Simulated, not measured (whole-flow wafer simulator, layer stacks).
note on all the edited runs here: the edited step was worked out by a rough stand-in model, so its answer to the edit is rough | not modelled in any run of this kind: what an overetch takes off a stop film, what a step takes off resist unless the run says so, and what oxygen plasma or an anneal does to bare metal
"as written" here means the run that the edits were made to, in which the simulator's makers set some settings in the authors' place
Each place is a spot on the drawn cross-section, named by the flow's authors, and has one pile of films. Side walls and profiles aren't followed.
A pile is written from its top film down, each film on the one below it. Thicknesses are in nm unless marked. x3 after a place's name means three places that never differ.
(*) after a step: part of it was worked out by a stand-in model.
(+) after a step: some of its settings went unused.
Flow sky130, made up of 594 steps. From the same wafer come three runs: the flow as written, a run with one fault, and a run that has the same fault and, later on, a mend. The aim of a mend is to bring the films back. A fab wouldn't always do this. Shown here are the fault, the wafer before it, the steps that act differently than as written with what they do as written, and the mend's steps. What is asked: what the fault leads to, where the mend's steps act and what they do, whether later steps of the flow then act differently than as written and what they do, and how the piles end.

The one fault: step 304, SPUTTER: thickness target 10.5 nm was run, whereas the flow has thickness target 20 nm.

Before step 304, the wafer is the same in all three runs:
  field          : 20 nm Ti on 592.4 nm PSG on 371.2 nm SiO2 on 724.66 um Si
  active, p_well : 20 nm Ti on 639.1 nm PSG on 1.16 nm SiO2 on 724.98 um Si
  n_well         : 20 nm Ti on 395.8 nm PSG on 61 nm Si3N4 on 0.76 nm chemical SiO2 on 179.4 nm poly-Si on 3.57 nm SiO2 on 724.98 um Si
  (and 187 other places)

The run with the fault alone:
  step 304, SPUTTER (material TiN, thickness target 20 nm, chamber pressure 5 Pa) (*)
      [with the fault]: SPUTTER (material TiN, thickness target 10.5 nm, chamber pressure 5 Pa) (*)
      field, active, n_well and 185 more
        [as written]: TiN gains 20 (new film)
        [with the fault]: TiN gains 10.5 (new film)
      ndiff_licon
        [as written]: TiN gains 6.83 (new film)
        [with the fault]: TiN gains 3.64 (new film)
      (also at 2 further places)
  Later steps of the flow acting differently than as written (not shown: 1 more step that differs only slightly, by at most 2% or 0.5 nm, whichever is larger):
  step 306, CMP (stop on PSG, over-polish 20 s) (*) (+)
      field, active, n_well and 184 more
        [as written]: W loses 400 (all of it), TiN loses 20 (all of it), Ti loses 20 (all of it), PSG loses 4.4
        [with the fault]: W loses 400 (all of it), TiN loses 10.5 (all of it), Ti loses 20 (all of it), PSG loses 4.4
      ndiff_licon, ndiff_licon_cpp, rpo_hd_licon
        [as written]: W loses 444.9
        [with the fault]: W loses 435.4
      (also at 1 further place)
  At poly_licon, ndiff_licon, ndiff_licon_cpp, rpo_hd_licon, the piles at the end differ from the flow's by more than 2% or 0.5 nm, whichever is larger.
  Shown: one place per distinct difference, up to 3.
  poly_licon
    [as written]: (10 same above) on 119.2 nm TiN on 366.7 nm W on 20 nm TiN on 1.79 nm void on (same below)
    [with the fault]: (10 same above) on 119.2 nm TiN on 376.2 nm W on 10.5 nm TiN on 1.79 nm void on (same below)
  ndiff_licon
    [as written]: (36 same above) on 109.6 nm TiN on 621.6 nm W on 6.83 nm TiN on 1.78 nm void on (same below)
    [with the fault]: (36 same above) on 109.6 nm TiN on 624.8 nm W on 3.64 nm TiN on 1.78 nm void on (same below)
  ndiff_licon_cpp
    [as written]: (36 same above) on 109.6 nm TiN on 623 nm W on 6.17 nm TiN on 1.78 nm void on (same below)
    [with the fault]: (36 same above) on 109.6 nm TiN on 625.9 nm W on 3.29 nm TiN on 1.78 nm void on (same below)

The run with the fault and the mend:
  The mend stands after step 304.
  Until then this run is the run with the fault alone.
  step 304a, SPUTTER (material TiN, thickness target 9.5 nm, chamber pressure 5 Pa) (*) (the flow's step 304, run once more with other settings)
      field, active, n_well and 185 more
        TiN gains 9.5
      ndiff_licon
        TiN gains 3.19
      ndiff_licon_cpp
        TiN gains 2.89
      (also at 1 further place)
  None of the later steps of the flow differs from how it acts as written, at any place that is followed, by more than 2% or 0.5 nm, whichever is larger.
  At the end the piles are close to the flow's at the places that both follow, differing by at most 2% or 0.5 nm, whichever is larger.
